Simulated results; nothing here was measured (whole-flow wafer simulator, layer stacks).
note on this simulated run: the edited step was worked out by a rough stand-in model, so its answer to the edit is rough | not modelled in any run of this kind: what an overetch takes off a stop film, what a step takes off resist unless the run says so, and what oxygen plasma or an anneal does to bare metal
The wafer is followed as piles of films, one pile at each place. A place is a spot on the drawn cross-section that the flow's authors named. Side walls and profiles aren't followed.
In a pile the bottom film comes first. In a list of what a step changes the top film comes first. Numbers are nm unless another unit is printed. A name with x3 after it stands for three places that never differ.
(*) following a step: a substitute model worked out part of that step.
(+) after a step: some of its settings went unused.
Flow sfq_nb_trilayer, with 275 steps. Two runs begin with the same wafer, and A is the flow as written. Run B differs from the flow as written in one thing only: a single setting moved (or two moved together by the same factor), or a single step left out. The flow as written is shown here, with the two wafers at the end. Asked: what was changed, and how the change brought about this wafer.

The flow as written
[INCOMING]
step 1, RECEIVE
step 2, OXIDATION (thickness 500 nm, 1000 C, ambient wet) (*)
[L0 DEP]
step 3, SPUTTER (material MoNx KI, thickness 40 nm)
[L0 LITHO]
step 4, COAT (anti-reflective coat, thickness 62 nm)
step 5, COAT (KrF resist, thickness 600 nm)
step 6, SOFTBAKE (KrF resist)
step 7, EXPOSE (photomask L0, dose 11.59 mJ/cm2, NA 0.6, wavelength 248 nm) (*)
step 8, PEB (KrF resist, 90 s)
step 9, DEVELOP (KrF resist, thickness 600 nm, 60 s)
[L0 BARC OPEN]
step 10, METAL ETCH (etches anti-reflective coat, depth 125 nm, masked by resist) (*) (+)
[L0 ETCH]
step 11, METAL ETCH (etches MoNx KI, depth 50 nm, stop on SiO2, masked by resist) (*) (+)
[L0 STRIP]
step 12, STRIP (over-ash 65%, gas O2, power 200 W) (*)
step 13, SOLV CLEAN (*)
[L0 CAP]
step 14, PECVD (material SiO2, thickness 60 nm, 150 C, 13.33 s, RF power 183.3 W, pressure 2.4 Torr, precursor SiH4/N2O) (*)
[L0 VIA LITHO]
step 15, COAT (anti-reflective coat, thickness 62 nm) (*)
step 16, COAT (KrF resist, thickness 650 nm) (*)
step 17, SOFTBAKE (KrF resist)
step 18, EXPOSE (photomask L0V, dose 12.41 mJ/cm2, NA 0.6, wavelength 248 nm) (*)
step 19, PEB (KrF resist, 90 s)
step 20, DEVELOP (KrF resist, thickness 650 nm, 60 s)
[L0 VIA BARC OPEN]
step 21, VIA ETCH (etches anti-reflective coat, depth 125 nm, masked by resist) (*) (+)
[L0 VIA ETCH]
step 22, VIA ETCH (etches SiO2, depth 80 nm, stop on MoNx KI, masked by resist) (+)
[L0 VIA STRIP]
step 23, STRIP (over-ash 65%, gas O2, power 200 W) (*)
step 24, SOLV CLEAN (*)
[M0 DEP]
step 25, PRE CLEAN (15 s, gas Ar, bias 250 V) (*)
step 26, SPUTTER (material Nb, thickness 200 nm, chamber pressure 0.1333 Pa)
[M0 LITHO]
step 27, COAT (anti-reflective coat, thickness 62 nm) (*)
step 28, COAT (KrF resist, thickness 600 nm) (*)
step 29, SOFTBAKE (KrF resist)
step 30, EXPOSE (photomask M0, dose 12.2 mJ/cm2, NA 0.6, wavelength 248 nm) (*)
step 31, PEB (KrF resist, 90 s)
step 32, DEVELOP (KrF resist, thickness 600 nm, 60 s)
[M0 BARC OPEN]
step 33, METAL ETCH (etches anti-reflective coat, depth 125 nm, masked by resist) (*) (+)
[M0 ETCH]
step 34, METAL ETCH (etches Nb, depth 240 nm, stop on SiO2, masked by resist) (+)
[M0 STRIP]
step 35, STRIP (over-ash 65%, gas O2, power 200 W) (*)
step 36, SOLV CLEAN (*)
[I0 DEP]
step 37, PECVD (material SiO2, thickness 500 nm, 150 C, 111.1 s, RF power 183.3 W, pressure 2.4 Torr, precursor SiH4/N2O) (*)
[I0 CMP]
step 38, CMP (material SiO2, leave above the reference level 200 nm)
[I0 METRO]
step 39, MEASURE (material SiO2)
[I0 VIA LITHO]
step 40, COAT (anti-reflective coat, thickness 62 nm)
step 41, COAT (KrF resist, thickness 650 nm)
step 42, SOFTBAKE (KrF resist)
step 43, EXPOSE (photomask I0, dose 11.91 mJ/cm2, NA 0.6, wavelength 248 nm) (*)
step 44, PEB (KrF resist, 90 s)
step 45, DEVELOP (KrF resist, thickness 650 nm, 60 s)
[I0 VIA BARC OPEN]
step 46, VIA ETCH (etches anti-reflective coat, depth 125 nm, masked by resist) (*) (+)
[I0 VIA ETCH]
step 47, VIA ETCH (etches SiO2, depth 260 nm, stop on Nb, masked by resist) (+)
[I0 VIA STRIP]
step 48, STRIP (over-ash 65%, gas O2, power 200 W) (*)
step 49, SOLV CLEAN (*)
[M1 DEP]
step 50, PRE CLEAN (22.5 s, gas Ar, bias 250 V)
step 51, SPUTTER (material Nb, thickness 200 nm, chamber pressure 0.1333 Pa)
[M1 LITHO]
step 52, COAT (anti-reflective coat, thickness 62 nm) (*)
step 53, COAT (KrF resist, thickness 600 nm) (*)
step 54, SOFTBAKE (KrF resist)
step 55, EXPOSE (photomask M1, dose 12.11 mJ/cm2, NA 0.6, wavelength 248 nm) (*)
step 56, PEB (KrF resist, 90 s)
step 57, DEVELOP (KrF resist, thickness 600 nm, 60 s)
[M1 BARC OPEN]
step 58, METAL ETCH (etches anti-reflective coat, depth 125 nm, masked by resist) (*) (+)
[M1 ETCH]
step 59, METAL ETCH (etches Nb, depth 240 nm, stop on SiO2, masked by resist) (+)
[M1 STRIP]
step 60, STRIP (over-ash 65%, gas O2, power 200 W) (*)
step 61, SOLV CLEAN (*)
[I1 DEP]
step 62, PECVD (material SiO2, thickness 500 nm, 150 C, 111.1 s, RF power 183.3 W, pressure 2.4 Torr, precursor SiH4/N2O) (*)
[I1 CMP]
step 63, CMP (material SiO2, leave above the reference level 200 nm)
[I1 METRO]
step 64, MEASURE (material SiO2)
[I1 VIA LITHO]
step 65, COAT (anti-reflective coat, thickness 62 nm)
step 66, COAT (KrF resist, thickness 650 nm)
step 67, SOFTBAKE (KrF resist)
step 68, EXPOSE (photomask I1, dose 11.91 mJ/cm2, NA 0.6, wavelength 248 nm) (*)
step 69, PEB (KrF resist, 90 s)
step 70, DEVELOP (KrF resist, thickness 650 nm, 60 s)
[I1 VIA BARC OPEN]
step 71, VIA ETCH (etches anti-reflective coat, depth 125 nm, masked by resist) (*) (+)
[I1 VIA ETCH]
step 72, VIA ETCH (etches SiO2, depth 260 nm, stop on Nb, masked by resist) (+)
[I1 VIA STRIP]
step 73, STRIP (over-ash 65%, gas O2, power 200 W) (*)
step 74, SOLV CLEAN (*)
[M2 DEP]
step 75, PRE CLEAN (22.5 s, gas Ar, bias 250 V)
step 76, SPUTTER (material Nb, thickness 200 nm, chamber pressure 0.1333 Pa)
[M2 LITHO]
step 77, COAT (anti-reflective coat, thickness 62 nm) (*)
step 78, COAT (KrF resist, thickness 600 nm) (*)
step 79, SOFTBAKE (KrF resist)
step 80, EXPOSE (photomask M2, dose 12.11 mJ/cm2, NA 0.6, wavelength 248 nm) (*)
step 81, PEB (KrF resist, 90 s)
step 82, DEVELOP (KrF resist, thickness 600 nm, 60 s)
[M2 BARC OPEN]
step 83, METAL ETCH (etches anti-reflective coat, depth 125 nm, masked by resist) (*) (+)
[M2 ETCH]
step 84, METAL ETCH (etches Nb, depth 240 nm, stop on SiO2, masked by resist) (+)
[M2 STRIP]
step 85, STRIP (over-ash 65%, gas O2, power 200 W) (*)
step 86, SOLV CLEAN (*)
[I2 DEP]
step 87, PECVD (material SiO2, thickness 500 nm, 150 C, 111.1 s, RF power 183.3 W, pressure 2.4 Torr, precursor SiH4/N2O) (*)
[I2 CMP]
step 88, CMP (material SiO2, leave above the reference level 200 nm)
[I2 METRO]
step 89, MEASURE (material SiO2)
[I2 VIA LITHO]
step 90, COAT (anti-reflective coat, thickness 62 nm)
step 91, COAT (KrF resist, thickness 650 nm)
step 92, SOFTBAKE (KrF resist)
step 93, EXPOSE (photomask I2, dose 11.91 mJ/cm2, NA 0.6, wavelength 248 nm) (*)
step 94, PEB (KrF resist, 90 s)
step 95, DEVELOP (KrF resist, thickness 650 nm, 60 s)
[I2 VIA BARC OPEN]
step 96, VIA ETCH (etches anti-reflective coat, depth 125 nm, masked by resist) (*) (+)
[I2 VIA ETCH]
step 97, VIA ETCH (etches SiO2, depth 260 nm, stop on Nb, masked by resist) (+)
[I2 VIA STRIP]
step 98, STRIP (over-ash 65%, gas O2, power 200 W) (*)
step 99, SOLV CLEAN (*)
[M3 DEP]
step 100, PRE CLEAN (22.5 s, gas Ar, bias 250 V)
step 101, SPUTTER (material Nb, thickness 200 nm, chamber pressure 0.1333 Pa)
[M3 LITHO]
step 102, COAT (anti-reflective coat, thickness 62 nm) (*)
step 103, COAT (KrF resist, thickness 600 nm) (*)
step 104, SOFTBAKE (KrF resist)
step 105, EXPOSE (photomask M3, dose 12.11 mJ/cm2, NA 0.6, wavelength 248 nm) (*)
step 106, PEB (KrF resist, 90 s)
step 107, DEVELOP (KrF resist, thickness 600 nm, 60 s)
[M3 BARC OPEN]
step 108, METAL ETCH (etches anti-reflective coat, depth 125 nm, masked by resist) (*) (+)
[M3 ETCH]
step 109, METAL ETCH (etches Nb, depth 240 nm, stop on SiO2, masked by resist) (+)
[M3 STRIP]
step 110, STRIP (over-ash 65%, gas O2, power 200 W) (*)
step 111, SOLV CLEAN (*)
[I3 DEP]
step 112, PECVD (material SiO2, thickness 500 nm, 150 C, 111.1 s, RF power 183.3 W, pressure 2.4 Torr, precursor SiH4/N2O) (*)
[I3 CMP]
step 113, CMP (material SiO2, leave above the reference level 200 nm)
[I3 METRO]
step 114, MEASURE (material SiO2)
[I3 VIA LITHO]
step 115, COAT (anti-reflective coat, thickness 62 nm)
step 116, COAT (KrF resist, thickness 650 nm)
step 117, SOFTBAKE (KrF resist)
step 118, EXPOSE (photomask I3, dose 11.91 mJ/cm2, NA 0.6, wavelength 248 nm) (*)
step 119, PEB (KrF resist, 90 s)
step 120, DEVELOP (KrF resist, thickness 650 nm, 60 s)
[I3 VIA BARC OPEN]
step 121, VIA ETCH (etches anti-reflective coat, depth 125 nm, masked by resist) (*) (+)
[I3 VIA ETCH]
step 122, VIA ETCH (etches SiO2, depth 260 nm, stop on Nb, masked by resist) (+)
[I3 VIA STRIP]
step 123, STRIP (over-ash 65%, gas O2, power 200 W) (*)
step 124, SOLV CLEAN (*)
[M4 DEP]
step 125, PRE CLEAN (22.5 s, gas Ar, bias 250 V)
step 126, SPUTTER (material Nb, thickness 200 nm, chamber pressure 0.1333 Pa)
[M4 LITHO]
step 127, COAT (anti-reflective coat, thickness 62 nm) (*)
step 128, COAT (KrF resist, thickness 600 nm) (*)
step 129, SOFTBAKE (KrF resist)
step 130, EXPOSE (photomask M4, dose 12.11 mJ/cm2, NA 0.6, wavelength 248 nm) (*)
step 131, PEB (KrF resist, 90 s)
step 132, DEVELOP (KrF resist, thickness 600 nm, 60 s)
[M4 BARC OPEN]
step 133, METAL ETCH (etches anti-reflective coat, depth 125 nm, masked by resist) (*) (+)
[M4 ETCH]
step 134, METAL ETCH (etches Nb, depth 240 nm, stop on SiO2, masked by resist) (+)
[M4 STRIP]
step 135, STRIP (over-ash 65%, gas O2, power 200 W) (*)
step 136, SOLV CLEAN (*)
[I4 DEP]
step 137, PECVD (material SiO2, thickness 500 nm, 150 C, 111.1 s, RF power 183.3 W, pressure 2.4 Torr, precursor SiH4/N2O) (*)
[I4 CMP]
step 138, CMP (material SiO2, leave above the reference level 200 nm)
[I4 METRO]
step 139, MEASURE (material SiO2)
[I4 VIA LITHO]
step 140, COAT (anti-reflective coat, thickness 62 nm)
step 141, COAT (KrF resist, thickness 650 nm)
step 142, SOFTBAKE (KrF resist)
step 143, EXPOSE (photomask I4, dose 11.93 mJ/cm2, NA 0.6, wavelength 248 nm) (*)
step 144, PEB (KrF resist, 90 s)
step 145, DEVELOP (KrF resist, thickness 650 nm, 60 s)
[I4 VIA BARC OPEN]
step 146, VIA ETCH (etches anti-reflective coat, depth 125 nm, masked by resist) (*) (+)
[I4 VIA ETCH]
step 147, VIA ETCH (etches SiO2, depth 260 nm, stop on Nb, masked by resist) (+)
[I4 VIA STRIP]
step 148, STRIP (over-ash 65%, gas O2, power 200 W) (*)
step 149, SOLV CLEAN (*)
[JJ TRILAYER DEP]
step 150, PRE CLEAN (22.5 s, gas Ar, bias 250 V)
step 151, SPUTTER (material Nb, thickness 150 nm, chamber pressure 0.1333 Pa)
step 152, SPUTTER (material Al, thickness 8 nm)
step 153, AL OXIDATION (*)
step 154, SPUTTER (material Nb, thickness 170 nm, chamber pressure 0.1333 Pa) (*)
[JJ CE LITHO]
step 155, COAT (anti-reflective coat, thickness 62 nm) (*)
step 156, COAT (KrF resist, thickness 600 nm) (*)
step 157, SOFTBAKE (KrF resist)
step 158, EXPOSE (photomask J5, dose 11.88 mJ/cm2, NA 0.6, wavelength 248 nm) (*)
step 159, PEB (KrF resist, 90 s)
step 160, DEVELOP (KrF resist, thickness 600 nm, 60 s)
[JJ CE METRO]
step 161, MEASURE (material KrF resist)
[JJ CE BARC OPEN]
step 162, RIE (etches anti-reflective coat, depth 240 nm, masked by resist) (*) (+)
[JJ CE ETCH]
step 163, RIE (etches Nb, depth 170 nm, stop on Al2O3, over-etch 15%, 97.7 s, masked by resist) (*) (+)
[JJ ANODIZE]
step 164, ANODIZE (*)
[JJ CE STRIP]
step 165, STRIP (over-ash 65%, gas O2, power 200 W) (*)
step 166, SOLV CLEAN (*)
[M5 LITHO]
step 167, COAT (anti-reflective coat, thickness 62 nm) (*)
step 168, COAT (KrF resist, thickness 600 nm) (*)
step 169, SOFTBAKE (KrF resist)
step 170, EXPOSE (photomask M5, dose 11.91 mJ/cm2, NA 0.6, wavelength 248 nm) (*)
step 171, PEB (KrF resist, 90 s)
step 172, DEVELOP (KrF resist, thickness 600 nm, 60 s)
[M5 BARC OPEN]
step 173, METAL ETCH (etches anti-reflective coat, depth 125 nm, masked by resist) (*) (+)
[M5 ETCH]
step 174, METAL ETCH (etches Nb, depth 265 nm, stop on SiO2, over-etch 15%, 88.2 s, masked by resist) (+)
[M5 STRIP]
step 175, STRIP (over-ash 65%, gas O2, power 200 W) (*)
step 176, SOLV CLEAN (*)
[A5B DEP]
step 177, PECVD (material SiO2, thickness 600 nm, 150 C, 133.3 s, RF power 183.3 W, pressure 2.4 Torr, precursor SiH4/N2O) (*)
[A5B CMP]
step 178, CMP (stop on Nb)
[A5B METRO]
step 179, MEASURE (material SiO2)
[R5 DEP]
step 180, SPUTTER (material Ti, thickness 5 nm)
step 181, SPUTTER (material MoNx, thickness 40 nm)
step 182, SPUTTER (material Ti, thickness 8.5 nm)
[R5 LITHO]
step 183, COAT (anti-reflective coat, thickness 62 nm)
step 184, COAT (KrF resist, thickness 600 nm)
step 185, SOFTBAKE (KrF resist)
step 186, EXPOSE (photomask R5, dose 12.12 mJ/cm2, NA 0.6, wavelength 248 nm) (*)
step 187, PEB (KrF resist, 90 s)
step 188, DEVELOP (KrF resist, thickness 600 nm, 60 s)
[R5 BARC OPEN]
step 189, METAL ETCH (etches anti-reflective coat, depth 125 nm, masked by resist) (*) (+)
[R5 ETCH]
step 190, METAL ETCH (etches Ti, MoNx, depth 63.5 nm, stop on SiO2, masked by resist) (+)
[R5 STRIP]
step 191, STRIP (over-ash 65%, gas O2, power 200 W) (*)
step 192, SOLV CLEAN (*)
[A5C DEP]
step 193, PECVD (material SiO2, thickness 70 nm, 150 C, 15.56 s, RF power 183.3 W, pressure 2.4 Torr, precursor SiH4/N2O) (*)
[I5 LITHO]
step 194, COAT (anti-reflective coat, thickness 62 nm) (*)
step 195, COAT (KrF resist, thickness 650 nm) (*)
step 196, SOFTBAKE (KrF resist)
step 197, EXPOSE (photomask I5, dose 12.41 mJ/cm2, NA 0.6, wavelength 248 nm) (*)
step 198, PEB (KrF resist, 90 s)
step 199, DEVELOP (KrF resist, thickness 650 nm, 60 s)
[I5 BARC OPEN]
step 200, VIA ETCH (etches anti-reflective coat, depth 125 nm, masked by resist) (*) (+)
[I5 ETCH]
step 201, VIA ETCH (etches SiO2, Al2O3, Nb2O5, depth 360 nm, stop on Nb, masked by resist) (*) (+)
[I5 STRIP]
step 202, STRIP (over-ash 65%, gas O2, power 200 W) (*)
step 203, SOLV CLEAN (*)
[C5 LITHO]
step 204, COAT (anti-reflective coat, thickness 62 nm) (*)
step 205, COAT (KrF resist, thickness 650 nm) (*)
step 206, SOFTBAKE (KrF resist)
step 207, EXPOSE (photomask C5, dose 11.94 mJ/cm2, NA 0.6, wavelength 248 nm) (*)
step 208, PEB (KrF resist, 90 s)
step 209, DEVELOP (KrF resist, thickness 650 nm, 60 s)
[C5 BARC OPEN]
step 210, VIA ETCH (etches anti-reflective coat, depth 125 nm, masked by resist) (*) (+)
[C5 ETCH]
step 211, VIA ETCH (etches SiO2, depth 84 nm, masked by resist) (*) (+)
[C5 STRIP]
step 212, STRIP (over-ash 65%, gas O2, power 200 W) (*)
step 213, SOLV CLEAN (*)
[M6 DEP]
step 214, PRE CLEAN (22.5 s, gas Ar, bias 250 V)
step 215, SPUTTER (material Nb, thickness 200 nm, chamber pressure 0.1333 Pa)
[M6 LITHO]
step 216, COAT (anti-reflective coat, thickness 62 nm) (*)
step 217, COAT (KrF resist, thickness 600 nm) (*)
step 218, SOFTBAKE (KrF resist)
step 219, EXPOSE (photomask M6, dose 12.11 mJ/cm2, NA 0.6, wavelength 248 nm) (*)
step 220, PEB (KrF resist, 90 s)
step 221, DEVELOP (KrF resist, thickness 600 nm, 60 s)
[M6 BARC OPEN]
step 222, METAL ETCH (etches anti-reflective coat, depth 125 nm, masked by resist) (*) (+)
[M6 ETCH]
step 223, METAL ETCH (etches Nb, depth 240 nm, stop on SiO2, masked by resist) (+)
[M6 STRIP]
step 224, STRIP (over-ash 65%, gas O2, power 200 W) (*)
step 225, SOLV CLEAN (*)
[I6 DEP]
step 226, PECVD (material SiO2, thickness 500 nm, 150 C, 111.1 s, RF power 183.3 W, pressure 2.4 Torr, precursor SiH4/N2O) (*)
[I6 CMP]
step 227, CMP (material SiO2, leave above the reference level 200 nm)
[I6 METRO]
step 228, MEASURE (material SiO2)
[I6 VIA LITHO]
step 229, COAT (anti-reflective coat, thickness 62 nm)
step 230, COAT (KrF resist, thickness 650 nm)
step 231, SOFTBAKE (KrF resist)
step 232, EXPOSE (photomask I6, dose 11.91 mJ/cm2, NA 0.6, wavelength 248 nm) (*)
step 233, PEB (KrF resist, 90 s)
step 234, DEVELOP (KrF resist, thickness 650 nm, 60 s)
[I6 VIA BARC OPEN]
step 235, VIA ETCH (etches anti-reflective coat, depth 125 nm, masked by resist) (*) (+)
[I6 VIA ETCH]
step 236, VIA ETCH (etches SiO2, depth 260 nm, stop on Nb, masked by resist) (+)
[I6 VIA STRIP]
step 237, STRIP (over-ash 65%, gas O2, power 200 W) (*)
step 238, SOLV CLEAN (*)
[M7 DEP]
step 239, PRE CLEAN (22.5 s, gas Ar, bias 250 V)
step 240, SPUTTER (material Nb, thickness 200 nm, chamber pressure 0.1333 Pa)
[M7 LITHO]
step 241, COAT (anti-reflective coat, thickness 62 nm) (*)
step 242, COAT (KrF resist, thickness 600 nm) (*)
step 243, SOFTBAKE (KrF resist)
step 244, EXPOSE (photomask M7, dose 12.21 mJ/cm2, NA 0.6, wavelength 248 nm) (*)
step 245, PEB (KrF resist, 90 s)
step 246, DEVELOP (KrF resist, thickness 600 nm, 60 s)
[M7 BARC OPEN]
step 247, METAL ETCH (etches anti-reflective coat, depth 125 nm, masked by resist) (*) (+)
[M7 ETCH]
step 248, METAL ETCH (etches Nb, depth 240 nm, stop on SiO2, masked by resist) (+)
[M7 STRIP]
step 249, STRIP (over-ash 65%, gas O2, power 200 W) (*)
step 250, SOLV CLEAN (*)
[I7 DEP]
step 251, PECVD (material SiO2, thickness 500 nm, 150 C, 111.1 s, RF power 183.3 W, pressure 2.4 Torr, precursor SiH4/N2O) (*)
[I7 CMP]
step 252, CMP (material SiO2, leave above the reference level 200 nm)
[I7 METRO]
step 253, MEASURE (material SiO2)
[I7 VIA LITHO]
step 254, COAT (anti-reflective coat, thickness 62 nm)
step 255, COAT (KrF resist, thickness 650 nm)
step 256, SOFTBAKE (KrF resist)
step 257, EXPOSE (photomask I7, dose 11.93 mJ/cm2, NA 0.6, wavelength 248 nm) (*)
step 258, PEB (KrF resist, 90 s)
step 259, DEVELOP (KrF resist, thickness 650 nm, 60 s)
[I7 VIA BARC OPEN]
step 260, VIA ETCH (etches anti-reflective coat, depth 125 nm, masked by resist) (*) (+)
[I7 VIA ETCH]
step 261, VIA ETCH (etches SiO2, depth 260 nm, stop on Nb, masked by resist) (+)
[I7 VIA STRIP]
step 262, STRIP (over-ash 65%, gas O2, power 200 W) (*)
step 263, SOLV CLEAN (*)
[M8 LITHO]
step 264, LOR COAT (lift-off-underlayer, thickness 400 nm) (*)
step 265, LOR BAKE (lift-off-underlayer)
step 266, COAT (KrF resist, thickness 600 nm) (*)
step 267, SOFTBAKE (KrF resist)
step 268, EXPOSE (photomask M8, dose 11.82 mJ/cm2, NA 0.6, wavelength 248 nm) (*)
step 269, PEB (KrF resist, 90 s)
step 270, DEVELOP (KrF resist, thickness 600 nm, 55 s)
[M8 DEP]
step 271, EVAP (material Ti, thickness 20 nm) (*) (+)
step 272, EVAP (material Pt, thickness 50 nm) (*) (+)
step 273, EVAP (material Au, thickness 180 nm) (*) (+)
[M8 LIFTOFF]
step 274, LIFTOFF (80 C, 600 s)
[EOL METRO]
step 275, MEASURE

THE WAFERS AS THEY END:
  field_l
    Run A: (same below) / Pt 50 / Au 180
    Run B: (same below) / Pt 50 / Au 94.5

Cause: step 273, EVAP: thickness 94.5 nm was run, while the flow as written has thickness 180 nm.
One can read it off the wafer: field_l has Au 94.5, and step 273 as written asks for 180 nm.

How this came from the change, step by step:
  step 273, EVAP (material Au, thickness 180 nm) (*) (+)
      field_l, v_sur, via_wl and 103 more: A Au gains 180 (new film) | B Au gains 94.5 (new film)
  step 274, LIFTOFF (80 C, 600 s)
      p4_fl, p4_fm, p4_w1 and 71 more: A Au loses 180 (all of it), Pt loses 50 (all of it), Ti loses 20 (all of it), KrF resist loses 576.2 (all of it), lift-off-underlayer loses 400 (all of it) | B Au loses 94.5 (all of it), Pt loses 50 (all of it), Ti loses 20 (all of it), KrF resist loses 576.2 (all of it), lift-off-underlayer loses 400 (all of it)
      c5j, ce_r: A Au loses 180 (all of it), Pt loses 50 (all of it), Ti loses 20 (all of it), KrF resist loses 573.3 (all of it), lift-off-underlayer loses 399.3 (all of it) | B Au loses 94.5 (all of it), Pt loses 50 (all of it), Ti loses 20 (all of it), KrF resist loses 573.3 (all of it), lift-off-underlayer loses 399.3 (all of it)
      (and at 19 other places as well)
